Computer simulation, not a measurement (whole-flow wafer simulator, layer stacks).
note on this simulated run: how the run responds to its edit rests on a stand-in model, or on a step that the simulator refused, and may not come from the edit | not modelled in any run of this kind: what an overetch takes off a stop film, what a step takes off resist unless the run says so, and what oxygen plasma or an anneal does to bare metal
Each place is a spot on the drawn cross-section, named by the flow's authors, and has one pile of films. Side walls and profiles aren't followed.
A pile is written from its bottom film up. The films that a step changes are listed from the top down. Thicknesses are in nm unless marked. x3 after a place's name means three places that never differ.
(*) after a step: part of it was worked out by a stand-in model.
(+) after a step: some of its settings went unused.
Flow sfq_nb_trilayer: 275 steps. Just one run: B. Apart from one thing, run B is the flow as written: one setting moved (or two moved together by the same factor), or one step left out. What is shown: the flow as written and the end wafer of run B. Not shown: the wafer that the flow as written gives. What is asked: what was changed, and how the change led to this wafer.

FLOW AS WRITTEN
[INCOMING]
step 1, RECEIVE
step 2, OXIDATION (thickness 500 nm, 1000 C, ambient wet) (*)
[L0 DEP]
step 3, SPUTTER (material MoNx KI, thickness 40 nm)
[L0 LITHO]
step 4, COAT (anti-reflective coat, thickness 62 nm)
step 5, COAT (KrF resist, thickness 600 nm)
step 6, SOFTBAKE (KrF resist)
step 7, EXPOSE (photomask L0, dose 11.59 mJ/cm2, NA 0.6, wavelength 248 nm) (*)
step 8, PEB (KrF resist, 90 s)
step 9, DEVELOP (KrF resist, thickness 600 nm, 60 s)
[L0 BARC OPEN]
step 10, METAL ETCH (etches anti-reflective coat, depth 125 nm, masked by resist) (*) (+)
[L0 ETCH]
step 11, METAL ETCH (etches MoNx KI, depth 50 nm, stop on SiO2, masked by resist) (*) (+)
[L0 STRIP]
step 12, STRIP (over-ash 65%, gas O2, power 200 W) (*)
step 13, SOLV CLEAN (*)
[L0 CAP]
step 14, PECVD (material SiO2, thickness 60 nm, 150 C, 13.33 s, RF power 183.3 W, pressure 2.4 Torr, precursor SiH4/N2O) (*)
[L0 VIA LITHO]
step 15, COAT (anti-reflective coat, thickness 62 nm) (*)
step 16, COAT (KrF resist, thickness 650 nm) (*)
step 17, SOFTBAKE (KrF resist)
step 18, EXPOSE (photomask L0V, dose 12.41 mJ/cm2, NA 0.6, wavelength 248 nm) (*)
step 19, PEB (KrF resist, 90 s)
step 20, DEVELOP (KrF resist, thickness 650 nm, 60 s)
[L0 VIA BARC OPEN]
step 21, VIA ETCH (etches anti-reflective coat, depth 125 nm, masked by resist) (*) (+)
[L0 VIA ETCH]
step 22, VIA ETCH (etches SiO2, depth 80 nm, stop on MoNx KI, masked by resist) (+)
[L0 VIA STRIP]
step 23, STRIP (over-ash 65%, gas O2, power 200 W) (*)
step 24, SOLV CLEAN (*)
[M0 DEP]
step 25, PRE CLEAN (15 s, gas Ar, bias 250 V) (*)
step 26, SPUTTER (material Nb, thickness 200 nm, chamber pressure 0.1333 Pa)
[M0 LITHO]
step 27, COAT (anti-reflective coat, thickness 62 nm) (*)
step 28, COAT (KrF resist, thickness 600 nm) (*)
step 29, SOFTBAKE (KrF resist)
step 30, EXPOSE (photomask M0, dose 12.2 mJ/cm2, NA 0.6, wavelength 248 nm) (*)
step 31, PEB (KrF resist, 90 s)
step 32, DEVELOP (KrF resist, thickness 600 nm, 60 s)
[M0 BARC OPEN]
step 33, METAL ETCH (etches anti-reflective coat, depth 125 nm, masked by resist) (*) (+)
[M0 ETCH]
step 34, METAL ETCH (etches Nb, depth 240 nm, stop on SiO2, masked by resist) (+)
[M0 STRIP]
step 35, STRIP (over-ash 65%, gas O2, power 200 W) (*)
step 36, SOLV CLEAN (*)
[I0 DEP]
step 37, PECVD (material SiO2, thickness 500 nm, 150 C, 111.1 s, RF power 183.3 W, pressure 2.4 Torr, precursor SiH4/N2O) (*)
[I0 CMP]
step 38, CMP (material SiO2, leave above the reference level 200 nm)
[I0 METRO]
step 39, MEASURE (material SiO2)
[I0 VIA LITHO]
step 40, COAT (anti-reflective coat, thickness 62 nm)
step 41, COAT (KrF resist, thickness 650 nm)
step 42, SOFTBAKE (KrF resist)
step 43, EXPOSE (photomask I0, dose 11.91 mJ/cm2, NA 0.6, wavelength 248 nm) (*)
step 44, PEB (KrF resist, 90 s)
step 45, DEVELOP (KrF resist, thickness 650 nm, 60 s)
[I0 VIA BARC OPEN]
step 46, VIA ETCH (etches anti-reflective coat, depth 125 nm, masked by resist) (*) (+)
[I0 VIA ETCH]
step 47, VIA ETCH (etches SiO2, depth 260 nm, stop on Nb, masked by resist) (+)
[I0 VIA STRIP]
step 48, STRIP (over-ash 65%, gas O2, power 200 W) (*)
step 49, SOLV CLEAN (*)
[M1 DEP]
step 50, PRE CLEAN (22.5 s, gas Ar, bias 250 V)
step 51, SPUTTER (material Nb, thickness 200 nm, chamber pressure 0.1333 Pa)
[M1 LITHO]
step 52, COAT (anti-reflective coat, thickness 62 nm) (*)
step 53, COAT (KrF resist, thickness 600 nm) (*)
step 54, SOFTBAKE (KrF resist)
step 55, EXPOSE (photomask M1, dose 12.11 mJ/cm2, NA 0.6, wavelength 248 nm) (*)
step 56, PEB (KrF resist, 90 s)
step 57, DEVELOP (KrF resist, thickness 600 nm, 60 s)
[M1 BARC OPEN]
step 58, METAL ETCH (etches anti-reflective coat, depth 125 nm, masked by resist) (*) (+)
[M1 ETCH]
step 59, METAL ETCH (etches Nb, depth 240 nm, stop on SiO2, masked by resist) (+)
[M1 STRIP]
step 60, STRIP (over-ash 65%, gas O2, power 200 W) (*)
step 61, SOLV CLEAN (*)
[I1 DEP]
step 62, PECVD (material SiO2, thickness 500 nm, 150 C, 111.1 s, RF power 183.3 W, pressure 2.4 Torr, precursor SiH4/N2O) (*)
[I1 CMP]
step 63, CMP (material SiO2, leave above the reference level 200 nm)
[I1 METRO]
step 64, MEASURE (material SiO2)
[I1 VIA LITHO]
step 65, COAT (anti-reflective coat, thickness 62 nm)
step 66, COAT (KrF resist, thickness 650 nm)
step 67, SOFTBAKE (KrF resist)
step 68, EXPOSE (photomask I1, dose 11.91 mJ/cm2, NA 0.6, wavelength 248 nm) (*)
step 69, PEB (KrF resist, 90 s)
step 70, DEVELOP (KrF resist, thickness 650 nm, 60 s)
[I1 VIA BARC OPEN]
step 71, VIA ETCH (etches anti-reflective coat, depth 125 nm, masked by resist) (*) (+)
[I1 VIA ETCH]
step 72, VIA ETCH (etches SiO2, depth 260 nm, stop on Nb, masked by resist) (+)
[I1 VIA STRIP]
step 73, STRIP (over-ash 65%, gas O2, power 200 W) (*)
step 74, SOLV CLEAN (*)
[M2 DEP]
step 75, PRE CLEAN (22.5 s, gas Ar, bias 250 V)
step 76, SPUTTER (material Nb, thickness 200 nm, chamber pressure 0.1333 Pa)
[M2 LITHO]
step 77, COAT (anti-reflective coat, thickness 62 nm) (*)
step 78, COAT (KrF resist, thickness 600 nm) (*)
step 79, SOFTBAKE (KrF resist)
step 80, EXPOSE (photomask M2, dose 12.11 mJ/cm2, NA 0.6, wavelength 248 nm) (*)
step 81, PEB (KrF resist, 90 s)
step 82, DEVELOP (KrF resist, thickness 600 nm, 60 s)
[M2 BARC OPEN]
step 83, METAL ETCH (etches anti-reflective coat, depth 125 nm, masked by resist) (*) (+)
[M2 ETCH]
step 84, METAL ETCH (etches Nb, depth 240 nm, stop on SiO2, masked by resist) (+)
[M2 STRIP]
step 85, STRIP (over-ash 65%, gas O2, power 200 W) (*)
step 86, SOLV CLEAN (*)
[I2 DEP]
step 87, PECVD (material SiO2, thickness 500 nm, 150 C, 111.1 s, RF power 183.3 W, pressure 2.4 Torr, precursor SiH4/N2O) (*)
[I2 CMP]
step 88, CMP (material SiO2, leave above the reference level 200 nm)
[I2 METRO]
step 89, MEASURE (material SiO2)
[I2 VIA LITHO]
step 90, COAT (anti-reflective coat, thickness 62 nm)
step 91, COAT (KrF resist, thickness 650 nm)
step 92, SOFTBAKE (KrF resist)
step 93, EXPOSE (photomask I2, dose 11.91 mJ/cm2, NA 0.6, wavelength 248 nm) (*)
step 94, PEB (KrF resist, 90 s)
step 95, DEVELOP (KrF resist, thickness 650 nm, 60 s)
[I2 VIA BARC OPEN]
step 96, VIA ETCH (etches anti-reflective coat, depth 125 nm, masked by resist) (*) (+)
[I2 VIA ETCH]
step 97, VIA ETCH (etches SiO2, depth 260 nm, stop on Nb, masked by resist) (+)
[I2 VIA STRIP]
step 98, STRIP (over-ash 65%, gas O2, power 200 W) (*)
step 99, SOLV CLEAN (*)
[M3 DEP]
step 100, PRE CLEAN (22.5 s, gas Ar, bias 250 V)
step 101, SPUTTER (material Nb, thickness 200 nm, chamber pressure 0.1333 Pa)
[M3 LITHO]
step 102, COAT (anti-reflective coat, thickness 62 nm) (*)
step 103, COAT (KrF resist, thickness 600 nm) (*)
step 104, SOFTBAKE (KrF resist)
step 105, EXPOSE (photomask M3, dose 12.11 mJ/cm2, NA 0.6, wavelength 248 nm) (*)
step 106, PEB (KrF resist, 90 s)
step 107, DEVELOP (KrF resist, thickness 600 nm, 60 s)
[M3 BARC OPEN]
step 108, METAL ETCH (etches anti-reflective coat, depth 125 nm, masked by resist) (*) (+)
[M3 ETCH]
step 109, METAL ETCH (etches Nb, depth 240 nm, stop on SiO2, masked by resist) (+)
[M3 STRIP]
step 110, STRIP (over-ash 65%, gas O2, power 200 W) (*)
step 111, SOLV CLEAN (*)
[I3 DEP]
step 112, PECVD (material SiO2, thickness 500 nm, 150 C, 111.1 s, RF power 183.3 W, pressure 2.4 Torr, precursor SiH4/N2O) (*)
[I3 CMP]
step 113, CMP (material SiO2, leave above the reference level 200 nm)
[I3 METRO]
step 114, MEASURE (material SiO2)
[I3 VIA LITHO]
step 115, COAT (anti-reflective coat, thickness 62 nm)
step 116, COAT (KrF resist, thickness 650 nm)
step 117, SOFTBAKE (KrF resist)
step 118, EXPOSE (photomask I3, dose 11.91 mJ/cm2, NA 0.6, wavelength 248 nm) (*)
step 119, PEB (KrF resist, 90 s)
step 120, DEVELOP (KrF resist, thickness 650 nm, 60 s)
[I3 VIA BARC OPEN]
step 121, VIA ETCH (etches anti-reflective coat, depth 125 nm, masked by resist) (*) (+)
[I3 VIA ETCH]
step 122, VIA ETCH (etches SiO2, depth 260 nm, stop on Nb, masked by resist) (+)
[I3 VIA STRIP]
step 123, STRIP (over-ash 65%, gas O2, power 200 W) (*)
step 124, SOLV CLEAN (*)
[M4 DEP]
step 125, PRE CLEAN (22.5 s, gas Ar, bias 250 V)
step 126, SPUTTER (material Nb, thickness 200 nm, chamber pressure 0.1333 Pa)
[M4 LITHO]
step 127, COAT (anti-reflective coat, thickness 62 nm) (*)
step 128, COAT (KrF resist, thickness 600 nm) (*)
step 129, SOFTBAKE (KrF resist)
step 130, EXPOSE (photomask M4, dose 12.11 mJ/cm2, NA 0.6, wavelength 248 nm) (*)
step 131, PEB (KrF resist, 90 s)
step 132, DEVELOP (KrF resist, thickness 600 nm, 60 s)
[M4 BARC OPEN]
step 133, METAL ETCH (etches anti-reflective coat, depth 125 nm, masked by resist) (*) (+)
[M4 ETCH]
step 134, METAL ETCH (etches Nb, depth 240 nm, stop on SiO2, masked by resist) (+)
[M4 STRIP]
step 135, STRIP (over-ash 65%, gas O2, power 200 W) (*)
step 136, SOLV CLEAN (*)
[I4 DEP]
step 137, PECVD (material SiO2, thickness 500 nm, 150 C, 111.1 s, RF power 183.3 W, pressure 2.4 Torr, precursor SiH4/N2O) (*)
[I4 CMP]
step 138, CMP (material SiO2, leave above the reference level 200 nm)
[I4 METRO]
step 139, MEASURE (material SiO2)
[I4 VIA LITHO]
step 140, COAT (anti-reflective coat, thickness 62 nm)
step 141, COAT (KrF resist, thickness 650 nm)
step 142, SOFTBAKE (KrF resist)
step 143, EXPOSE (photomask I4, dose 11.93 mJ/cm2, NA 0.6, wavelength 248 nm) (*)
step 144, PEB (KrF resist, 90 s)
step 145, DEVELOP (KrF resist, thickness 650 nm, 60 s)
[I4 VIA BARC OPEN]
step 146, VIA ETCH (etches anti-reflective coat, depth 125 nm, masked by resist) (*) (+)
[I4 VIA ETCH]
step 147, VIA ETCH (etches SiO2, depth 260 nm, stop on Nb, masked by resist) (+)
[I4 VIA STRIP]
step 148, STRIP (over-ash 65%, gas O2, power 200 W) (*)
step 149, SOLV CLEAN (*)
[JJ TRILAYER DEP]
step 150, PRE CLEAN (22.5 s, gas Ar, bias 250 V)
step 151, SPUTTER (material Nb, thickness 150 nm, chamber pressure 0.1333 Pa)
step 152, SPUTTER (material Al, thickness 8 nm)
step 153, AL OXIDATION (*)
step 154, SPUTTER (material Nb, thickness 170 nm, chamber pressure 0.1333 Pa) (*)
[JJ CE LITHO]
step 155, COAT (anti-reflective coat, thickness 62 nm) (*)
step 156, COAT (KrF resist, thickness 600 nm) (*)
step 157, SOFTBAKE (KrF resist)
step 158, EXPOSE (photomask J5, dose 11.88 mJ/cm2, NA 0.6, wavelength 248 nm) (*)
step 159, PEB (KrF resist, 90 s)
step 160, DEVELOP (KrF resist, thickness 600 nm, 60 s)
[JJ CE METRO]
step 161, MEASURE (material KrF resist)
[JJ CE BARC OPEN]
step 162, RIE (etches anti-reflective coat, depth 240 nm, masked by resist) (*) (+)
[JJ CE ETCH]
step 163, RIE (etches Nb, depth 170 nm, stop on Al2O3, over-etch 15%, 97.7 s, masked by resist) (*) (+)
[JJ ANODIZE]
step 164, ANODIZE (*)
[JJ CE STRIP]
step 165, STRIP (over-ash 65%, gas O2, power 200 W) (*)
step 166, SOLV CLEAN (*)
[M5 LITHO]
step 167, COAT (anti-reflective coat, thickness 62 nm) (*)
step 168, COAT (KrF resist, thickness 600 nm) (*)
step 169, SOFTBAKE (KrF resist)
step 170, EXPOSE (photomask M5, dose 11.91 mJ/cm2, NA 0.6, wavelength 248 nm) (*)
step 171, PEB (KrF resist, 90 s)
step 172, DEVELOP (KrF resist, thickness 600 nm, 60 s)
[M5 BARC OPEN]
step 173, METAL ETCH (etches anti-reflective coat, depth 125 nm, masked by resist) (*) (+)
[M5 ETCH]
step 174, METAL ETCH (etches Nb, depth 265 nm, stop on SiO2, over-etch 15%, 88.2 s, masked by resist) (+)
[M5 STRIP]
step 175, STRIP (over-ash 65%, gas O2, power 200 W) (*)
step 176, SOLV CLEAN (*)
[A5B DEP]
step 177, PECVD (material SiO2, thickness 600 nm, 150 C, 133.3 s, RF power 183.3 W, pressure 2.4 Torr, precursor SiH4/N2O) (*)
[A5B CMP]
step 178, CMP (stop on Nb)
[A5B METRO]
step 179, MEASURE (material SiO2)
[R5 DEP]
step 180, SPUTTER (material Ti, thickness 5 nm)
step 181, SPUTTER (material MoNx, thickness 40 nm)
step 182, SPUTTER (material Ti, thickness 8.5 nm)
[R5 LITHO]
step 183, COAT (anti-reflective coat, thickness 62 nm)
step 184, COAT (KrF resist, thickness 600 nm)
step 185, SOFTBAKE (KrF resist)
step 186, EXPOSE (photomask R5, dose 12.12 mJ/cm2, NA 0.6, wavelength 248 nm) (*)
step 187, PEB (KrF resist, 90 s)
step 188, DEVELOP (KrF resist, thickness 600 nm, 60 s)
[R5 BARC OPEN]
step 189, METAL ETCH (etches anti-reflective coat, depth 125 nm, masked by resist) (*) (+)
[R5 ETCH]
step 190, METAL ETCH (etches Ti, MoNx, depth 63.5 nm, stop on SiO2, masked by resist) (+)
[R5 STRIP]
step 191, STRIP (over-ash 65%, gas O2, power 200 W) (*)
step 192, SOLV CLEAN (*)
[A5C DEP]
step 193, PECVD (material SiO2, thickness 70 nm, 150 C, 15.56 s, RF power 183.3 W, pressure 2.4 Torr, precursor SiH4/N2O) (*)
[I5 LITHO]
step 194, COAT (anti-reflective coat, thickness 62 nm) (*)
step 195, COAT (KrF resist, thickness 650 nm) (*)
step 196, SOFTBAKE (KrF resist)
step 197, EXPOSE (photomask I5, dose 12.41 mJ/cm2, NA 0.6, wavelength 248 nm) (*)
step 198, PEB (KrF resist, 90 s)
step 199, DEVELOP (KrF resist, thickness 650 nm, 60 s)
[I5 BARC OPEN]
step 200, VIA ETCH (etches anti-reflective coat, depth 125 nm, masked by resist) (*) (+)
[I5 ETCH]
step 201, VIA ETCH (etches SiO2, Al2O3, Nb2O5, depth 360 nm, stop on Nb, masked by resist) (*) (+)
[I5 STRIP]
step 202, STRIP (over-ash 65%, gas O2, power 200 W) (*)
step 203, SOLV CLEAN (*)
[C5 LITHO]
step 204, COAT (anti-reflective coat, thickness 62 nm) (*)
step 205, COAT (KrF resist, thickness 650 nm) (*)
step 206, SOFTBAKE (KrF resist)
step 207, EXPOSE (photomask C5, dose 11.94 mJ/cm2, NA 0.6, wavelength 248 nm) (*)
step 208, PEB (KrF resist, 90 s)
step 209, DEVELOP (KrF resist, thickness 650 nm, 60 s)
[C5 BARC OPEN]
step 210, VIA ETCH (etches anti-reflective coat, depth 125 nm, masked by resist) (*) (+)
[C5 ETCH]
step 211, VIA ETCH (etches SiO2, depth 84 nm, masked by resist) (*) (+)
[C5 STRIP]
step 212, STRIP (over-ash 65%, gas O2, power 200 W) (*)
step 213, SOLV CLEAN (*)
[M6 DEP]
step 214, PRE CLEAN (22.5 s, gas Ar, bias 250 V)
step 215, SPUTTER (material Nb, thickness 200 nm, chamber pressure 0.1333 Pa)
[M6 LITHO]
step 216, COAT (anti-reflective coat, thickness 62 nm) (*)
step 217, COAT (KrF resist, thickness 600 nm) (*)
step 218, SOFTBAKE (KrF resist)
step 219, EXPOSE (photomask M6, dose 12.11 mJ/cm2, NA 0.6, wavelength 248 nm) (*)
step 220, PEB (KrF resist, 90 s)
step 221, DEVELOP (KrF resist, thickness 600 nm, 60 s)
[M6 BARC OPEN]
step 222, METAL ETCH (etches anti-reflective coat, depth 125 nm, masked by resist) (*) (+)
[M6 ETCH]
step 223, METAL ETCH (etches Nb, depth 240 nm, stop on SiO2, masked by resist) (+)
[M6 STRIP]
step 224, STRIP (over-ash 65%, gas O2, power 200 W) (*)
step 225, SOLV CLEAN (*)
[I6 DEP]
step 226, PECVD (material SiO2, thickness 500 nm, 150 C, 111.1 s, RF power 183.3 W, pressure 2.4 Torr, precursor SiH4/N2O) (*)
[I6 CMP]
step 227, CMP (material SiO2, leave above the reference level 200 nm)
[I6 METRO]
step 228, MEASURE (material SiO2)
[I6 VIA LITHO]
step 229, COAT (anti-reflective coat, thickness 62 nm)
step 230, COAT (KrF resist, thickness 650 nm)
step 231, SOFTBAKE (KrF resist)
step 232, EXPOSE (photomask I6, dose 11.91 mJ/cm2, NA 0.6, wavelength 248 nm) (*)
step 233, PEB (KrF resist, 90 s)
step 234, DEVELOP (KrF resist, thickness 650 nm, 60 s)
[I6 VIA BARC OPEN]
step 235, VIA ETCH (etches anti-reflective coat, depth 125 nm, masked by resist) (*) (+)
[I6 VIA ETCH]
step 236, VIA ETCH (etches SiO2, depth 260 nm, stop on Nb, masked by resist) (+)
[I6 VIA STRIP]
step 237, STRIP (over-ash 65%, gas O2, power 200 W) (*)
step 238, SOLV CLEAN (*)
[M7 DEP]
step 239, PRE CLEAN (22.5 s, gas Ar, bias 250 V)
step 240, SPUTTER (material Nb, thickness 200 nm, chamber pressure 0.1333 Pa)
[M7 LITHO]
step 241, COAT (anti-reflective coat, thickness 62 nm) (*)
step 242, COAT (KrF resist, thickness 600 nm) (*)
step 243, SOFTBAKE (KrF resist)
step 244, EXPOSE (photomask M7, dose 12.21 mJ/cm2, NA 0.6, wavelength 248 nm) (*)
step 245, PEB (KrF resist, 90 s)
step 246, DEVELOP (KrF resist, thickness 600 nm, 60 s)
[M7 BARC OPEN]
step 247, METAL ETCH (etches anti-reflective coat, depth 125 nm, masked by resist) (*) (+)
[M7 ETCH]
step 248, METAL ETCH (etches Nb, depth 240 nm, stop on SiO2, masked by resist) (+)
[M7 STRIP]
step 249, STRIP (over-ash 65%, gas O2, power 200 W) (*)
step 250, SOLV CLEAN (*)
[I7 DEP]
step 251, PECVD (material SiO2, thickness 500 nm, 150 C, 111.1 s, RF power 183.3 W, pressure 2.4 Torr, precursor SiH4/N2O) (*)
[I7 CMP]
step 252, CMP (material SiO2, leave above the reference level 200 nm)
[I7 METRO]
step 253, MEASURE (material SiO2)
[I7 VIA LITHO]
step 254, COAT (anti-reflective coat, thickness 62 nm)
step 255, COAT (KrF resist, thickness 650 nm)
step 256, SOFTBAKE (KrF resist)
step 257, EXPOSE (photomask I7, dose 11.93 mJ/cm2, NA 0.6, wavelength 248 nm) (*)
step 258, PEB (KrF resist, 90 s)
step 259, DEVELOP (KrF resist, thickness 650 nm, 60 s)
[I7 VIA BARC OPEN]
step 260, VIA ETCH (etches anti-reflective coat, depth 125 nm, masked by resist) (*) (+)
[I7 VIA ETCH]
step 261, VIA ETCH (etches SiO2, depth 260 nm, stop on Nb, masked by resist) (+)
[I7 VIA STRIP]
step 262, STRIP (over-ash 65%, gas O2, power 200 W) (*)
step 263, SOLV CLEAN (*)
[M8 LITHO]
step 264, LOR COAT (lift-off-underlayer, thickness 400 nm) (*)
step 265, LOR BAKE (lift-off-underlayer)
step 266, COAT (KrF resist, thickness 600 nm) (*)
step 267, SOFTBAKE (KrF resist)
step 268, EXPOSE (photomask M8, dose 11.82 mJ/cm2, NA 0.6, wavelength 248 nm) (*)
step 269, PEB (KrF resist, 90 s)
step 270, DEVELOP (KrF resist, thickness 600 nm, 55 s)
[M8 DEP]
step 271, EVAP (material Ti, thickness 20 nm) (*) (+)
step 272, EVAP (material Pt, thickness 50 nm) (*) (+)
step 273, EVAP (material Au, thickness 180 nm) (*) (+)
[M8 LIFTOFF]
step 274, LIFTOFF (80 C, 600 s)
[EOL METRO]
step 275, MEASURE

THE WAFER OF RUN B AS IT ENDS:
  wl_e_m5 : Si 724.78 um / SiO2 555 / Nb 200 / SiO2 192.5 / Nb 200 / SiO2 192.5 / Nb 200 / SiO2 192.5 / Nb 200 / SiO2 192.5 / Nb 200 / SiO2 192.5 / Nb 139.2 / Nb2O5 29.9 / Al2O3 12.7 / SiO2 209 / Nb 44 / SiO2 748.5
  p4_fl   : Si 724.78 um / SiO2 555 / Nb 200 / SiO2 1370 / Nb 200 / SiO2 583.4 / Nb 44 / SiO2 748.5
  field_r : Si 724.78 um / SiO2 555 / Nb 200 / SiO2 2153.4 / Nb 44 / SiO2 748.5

What caused this: step 223, METAL ETCH: depth 156 nm was run, while the flow as written has depth 240 nm.

How this came from the change, step by step:
  step 223, METAL ETCH (etches Nb, depth 240 nm, stop on SiO2, masked by resist) (+)
      field_l, gap, moat and 76 more: -156 Nb (as written it would have been: -200 Nb (all of it))
      v_sur, via_wl, via_w and 24 more: -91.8 KrF resist (as written it would have been: -141.2 KrF resist)
  step 224, STRIP (over-ash 65%, gas O2, power 200 W) (*)
      wl_j_sl, wl_j_sr: -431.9 KrF resist (all of it), -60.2 anti-reflective coat (all of it) (as written it would have been: -382.5 KrF resist (all of it), -60.2 anti-reflective coat (all of it))
      wl_c_m6, wl_f_m6: -431.7 KrF resist (all of it), -62 anti-reflective coat (all of it) (as written it would have been: -382.3 KrF resist (all of it), -62 anti-reflective coat (all of it))
      (and at 23 other places as well)
  step 226, PECVD (material SiO2, thickness 500 nm, 150 C, 111.1 s, RF power 183.3 W, pressure 2.4 Torr, precursor SiH4/N2O) (*)
      field_l, p4_fl, p4_fm and 62 more: +500 SiO2 (new film) (as written it would have been: +500 SiO2)
      moat, field_r, lsp_l, ln_m5, lsp_m: +500 SiO2 (new film) (as written it would have been: +493.6 SiO2)
      (and at 9 other places as well)
  step 227, CMP (material SiO2, leave above the reference level 200 nm)
      field_l, p4_fl, p4_fm and 59 more: -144 SiO2 (as written it would have been: -100 SiO2)
      moat, field_r, lsp_l, ln_m5, lsp_m: -144 SiO2 (as written it would have been: -93.6 SiO2)
      (and at 8 other places as well)
If metal films that touch count as one body, wl_e_m5 has 7 bodies (between them, from the top down: SiO2 209 / Al2O3 12.7 / Nb2O5 29.9; SiO2 192.5; SiO2 192.5; SiO2 192.5; SiO2 192.5; SiO2 192.5); the flow as written gives 6 bodies (between them, from the top down: SiO2 192.5; SiO2 192.5; SiO2 192.5; SiO2 192.5; SiO2 192.5).
If metal films that touch count as one body, p4_fl has 3 bodies (between them, from the top down: SiO2 583.4; SiO2 1370); the flow as written gives 2 bodies (between them, from the top down: SiO2 1370).
If metal films that touch count as one body, field_r has 2 bodies (between them, from the top down: SiO2 2153.4); the flow as written gives 1 body.
